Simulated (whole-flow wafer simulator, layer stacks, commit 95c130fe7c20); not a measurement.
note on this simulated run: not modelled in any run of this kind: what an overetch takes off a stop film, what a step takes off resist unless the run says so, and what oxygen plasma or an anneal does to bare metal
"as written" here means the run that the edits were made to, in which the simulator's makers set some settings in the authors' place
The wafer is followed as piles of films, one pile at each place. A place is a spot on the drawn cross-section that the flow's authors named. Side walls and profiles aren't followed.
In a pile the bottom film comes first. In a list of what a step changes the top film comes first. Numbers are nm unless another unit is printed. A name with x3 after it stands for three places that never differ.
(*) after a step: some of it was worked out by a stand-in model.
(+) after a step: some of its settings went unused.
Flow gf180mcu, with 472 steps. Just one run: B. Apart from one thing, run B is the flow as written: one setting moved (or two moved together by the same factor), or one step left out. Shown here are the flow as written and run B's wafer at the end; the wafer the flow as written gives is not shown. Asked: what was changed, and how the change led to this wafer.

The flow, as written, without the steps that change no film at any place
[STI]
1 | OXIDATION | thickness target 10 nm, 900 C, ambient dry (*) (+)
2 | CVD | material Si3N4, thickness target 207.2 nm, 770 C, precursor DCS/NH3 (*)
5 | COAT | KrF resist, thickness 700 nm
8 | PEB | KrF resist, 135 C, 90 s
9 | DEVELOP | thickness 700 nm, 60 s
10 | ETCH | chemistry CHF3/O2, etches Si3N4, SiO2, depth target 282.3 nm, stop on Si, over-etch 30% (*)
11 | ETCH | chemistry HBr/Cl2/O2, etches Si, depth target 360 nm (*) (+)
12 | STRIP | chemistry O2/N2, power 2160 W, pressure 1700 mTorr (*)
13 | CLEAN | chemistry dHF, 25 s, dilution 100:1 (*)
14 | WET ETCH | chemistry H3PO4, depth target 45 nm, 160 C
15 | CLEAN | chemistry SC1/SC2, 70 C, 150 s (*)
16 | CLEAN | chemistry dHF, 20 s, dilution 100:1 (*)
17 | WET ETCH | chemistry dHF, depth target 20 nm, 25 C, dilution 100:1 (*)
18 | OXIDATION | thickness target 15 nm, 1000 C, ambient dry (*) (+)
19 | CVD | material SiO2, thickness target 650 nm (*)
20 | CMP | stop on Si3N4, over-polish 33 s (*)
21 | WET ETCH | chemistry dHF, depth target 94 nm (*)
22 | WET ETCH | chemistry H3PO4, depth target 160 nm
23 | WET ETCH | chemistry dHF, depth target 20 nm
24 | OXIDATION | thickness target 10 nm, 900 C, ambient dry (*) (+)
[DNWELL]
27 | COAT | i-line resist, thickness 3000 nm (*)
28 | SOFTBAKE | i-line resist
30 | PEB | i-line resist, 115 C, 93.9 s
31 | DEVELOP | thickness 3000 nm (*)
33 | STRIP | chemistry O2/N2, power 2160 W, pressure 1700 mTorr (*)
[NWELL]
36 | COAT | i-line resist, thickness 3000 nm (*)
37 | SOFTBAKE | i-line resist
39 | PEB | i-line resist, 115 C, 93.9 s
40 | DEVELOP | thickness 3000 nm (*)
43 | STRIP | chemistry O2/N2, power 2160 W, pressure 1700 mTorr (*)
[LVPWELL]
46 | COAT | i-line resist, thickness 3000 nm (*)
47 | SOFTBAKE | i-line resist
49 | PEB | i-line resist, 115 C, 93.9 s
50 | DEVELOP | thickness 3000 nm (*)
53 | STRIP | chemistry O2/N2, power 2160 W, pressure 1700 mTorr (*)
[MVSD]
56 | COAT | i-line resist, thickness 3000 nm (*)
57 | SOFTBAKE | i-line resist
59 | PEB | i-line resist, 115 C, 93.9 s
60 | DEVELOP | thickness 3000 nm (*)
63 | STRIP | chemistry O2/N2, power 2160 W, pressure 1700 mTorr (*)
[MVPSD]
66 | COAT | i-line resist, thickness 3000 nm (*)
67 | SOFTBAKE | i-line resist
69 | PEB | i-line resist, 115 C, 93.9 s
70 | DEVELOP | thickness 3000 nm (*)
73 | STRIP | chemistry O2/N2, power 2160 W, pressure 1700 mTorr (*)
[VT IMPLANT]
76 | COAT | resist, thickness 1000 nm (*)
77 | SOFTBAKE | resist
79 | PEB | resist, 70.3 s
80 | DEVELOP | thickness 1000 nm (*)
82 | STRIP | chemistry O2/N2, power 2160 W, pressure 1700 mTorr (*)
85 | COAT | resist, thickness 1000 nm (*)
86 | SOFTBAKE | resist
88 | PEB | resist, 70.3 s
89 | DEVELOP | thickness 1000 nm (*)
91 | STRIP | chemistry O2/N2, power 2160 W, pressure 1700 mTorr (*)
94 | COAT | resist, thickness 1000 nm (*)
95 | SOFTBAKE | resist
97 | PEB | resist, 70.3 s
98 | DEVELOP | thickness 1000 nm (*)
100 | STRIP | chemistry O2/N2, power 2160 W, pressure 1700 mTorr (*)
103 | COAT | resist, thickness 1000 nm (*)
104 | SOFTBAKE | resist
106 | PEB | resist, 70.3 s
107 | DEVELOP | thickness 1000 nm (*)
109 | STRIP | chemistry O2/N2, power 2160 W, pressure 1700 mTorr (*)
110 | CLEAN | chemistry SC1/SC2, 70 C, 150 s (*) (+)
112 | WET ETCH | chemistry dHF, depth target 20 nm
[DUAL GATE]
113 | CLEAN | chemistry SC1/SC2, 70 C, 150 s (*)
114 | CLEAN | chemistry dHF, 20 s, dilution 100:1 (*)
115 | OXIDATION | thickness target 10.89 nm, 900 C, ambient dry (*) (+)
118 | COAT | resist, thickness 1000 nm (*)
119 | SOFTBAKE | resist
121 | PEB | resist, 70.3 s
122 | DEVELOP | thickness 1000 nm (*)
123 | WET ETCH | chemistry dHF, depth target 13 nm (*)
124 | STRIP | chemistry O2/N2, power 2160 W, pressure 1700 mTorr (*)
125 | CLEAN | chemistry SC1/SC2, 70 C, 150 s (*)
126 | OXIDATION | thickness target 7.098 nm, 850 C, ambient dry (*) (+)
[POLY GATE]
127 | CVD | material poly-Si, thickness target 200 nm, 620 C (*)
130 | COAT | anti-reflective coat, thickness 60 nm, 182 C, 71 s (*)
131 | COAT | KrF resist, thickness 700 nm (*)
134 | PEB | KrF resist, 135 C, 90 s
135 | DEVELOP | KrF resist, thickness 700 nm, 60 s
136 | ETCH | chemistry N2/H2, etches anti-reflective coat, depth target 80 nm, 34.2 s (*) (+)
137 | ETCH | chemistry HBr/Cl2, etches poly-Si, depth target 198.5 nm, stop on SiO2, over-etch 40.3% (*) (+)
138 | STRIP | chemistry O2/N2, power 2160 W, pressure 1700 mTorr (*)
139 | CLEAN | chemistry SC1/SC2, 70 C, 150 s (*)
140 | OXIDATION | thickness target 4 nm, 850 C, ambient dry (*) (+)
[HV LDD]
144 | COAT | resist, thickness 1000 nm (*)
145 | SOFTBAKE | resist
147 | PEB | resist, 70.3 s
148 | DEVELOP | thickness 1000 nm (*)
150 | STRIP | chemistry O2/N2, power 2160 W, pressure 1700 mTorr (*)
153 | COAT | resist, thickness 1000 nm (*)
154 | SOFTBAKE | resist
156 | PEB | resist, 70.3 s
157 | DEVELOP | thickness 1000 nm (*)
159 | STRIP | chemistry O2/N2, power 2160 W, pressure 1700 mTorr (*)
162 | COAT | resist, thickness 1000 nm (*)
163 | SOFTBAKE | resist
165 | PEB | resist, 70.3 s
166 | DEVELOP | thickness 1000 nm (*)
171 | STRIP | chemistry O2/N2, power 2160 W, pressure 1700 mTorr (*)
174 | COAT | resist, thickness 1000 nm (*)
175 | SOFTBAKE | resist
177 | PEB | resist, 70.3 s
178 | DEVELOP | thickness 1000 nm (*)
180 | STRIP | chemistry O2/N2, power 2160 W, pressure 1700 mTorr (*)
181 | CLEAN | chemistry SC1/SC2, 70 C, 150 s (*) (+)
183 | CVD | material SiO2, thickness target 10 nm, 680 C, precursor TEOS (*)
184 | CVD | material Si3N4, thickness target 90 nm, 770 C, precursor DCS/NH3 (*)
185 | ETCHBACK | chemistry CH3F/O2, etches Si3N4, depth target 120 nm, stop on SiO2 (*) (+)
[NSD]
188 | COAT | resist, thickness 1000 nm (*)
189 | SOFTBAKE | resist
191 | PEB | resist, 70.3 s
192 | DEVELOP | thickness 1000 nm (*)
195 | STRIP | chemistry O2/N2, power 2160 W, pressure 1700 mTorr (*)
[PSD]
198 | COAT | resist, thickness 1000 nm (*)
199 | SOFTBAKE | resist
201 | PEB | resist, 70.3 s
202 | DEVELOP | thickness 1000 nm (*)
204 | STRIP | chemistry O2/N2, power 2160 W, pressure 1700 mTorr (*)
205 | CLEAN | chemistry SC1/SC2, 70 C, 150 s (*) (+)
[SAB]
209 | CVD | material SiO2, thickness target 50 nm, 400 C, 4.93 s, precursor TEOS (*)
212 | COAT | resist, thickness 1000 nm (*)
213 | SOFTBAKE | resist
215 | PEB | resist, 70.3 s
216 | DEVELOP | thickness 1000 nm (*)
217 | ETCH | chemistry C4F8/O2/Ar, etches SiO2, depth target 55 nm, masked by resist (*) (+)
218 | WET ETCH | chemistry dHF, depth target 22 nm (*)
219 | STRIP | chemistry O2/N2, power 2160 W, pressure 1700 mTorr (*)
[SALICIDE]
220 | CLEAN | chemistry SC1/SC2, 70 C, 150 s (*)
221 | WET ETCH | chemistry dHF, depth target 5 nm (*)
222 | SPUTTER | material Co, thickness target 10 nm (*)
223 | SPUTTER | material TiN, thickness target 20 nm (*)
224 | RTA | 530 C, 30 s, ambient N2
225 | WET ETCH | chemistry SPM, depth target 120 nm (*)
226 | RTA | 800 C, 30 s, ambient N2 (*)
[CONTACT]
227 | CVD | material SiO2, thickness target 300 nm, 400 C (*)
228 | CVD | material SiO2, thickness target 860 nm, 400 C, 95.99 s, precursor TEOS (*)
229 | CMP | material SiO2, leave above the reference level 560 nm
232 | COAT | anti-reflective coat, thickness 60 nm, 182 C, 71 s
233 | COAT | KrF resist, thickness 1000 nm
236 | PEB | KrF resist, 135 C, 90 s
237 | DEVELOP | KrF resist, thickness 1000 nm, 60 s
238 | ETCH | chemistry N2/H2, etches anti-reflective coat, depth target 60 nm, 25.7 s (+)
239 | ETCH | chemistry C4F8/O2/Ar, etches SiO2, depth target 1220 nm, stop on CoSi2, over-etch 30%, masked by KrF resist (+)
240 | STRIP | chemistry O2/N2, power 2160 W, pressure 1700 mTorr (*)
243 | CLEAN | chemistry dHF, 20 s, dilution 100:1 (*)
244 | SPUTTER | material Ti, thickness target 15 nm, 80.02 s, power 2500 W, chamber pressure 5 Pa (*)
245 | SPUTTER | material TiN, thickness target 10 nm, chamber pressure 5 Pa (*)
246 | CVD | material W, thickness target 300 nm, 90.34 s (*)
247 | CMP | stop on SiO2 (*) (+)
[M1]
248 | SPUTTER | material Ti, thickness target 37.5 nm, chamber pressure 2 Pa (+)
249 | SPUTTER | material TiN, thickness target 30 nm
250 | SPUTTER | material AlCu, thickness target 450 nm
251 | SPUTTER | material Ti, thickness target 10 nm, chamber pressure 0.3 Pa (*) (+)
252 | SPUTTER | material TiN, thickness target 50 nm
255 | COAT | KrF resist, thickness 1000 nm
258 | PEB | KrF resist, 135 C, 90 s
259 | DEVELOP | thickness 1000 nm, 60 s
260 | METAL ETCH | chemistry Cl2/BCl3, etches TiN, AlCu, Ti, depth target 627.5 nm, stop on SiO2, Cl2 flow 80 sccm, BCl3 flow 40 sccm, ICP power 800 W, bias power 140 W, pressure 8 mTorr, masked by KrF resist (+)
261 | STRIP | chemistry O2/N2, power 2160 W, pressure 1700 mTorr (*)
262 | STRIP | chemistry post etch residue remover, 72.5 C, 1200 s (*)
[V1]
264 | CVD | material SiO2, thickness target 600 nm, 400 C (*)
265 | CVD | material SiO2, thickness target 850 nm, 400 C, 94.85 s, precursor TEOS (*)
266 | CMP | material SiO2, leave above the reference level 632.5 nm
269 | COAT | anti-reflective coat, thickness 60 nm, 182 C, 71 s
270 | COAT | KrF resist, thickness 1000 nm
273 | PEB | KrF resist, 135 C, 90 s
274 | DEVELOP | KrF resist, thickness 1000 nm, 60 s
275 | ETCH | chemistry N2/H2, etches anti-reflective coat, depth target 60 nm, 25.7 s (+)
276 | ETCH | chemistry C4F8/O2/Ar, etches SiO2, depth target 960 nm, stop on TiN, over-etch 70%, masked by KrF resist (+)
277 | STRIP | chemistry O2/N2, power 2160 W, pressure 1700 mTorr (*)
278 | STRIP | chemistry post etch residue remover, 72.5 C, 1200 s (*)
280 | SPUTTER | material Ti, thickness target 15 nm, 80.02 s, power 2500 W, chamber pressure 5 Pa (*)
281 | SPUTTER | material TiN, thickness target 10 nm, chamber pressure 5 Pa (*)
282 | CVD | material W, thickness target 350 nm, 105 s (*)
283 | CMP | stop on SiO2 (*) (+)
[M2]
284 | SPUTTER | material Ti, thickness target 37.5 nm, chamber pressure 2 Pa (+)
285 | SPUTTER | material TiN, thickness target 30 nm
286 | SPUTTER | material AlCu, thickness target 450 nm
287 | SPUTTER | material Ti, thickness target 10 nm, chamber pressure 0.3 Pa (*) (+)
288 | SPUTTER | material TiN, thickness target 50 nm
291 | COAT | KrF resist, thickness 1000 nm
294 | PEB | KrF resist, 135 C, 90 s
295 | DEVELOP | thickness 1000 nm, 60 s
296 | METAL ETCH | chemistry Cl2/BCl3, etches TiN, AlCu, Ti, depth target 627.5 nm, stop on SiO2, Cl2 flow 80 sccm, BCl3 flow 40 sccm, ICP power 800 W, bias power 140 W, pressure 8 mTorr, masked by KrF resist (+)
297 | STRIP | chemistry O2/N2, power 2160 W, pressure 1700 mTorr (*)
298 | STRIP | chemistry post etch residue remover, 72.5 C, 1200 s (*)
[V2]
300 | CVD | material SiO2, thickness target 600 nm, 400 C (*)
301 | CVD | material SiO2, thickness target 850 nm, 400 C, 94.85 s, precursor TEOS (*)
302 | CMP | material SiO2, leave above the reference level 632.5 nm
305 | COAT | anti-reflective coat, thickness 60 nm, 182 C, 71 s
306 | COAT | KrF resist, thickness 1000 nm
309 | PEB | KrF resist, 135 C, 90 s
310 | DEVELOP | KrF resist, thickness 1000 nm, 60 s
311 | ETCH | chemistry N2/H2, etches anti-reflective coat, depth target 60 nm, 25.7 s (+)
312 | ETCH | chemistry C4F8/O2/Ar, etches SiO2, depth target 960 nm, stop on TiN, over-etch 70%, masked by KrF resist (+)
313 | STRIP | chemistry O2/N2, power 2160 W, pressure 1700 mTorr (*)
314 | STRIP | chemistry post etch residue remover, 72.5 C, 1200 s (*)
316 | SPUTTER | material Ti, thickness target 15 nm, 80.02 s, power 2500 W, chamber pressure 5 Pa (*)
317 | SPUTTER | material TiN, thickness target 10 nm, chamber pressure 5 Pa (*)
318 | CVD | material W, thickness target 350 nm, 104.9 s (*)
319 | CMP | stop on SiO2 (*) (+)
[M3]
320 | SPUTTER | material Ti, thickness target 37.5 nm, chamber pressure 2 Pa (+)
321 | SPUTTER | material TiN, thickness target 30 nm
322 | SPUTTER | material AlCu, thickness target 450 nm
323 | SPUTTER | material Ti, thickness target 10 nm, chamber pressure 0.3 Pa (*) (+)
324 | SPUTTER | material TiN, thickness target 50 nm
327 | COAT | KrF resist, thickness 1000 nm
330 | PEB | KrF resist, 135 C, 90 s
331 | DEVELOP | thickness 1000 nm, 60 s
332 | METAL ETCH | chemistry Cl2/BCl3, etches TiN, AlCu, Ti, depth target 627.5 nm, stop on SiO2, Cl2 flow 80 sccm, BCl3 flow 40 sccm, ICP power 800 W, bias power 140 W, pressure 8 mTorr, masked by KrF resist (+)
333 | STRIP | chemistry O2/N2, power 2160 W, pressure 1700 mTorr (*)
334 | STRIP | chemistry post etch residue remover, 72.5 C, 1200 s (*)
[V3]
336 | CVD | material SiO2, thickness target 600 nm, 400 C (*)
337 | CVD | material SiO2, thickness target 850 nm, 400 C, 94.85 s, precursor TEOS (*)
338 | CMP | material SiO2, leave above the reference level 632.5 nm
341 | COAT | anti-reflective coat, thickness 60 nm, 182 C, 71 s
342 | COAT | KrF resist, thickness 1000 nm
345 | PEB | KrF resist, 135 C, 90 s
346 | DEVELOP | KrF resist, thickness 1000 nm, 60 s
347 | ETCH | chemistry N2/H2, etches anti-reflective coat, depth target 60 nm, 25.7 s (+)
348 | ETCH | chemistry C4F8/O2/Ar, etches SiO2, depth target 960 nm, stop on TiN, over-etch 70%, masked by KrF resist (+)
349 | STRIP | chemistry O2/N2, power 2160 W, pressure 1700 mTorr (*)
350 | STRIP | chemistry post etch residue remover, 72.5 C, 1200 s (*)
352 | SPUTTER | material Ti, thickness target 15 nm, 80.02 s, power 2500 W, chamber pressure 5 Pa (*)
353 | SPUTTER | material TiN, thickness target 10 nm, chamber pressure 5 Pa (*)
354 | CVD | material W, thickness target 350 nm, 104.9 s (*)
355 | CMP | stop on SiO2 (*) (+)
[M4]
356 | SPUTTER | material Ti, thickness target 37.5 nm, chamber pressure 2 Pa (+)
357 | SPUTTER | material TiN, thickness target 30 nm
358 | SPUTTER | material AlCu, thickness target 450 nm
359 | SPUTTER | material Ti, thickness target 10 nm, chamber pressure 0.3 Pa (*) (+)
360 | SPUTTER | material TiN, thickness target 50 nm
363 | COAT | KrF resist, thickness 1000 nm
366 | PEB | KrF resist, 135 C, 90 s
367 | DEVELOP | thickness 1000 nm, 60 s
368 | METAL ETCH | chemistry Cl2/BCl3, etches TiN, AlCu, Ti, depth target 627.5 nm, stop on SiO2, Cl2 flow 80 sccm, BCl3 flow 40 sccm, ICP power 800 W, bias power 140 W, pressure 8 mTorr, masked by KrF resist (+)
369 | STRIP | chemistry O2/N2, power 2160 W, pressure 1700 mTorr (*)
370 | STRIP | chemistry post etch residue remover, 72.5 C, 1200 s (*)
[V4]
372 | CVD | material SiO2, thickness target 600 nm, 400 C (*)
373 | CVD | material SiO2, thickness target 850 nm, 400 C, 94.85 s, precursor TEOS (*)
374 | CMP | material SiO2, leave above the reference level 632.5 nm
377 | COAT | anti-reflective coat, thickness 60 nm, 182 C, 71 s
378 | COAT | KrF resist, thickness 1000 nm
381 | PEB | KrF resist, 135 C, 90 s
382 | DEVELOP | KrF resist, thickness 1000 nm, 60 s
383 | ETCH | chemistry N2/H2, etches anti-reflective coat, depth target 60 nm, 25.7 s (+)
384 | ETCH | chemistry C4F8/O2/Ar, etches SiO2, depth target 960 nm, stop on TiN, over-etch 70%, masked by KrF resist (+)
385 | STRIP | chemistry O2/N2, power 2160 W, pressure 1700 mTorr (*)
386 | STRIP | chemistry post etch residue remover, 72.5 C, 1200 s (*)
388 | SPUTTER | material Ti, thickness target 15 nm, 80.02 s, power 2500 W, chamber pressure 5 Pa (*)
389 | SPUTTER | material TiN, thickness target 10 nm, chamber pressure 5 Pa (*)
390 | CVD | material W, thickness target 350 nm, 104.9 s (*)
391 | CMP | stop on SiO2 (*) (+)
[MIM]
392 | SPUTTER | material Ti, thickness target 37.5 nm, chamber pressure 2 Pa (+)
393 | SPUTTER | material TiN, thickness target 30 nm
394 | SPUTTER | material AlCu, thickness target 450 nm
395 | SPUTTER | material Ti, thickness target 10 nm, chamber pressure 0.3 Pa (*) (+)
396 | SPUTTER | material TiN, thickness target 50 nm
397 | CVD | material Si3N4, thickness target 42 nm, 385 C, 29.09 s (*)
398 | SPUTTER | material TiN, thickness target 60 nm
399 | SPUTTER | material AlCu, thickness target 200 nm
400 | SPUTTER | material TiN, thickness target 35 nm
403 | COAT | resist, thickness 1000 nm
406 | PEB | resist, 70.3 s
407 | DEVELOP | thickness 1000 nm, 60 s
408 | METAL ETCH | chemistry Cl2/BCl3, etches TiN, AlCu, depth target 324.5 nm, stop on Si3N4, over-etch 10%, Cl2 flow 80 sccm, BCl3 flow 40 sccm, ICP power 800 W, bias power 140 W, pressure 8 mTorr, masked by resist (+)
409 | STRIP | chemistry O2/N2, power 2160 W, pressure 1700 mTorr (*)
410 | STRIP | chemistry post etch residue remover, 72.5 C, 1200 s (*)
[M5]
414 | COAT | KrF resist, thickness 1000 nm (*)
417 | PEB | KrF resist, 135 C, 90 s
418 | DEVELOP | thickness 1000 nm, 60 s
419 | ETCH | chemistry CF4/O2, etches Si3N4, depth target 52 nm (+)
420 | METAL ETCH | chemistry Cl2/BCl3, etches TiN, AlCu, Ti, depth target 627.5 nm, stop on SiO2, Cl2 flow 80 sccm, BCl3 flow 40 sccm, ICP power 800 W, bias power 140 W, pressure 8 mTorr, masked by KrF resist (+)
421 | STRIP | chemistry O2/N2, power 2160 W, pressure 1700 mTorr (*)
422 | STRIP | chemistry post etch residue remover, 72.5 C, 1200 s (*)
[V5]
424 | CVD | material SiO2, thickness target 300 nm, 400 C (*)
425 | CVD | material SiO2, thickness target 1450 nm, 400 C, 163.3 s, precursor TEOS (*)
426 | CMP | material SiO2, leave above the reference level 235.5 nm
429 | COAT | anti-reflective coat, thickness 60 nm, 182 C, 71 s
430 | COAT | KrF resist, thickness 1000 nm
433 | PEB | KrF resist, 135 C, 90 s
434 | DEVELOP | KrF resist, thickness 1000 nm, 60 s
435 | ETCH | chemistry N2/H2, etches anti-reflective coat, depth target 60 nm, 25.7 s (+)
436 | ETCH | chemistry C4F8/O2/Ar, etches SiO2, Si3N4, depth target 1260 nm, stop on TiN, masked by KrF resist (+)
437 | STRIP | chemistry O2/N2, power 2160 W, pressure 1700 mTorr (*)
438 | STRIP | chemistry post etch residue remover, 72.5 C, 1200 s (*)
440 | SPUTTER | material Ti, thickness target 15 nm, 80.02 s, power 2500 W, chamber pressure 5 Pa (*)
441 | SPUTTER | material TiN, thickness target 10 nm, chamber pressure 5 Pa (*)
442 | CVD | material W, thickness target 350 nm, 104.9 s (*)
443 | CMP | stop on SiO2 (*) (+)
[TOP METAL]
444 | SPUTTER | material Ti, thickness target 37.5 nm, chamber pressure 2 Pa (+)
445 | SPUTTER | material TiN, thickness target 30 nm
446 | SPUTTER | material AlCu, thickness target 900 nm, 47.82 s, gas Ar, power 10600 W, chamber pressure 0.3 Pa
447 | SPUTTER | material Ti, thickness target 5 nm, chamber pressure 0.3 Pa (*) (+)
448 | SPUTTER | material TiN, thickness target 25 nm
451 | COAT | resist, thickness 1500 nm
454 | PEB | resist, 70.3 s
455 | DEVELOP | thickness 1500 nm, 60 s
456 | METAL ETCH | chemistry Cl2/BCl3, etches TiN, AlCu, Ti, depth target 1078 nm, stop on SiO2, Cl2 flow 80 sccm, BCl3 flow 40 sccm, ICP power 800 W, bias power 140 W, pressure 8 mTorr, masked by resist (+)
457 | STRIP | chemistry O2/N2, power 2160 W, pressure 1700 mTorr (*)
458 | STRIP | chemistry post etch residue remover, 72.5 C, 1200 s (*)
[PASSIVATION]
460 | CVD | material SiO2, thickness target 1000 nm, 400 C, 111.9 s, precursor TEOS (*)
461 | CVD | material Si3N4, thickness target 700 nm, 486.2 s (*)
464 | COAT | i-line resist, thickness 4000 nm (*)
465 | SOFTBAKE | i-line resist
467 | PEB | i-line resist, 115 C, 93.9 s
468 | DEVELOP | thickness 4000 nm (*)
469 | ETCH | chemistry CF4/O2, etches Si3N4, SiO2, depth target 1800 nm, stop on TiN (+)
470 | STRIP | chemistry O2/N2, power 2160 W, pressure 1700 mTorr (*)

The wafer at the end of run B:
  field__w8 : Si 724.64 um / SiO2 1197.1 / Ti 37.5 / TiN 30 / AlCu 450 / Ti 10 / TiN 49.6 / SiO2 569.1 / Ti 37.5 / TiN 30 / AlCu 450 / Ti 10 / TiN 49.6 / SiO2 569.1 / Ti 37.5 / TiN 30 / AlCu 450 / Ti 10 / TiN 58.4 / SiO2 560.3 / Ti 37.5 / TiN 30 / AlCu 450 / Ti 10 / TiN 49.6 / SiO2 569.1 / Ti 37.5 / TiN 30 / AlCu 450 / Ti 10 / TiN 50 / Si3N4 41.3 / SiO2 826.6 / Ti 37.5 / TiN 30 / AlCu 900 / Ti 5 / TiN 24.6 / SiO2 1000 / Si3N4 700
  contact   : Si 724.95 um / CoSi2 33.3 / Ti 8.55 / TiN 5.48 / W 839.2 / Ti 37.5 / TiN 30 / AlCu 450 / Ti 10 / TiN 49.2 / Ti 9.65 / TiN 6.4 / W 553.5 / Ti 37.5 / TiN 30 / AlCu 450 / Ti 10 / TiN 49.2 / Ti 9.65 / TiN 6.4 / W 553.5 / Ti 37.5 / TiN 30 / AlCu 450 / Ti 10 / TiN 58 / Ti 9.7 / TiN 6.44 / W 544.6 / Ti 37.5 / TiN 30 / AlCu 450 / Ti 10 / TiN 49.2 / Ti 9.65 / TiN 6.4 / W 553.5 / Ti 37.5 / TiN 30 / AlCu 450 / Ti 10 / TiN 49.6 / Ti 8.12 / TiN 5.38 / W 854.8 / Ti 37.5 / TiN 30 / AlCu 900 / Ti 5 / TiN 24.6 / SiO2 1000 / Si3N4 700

What caused this: step 324, SPUTTER: thickness target 58.8 nm was run, though the flow has thickness target 50 nm.

How this came from the change, step by step:
  324 | SPUTTER | material TiN, thickness target 50 nm
      field, field__w1, field__w2 and 108 more: +58.8 TiN (new film) (as written it would have been: +50 TiN (new film))
  332 | METAL ETCH | chemistry Cl2/BCl3, etches TiN, AlCu, Ti, depth target 627.5 nm, stop on SiO2, Cl2 flow 80 sccm, BCl3 flow 40 sccm, ICP power 800 W, bias power 140 W, pressure 8 mTorr, masked by KrF resist (+)
      field, field__w1, field__w2 and 103 more: -58.8 TiN (all of it), -10 Ti (all of it), -450 AlCu (all of it), -30 TiN (all of it), -37.5 Ti (all of it) (as written it would have been: -50 TiN (all of it), -10 Ti (all of it), -450 AlCu (all of it), -30 TiN (all of it), -37.5 Ti (all of it))
